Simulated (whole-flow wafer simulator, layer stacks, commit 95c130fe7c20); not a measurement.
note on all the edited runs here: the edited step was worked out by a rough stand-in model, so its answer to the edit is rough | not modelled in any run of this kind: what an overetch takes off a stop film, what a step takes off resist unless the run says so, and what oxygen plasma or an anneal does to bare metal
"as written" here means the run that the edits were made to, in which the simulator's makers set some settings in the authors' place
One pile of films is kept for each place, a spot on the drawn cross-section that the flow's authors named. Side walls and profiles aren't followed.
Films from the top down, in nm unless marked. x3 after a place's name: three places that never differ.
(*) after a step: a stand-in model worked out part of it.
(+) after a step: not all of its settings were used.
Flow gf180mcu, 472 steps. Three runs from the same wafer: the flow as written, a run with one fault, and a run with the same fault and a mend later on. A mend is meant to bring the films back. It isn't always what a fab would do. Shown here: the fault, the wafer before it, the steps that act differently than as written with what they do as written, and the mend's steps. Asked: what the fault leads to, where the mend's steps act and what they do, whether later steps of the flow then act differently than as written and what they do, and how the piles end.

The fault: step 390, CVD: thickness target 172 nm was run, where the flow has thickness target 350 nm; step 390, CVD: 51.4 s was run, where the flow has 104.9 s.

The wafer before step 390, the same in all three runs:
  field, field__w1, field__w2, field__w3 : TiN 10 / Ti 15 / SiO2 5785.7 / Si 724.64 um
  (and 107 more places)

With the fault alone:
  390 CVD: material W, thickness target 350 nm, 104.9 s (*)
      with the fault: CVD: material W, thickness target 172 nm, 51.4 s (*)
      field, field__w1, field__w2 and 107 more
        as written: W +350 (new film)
        with the fault: W +173 (new film)
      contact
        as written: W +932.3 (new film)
        with the fault: W +755.3 (new film)
  Later steps of the flow that act differently than as written:
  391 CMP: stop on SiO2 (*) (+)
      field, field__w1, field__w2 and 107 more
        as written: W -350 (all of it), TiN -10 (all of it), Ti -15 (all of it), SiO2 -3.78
        with the fault: W -173 (all of it), TiN -10 (all of it), Ti -15 (all of it), SiO2 -2
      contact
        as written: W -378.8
        with the fault: W -200
  At the end the piles differ from the flow's only slightly at the places that both follow, by at most 2% or 0.5 nm, whichever is larger.

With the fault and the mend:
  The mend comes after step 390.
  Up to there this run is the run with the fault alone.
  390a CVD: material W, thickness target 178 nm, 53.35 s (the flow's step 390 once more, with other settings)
      field, field__w1, field__w2 and 108 more
        W +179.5
  No later step of the flow acts differently than as written, at any place that is followed, by more than 2% or 0.5 nm, whichever is larger.
  At the end the piles differ from the flow's only slightly at the places that both follow, by at most 2% or 0.5 nm, whichever is larger.
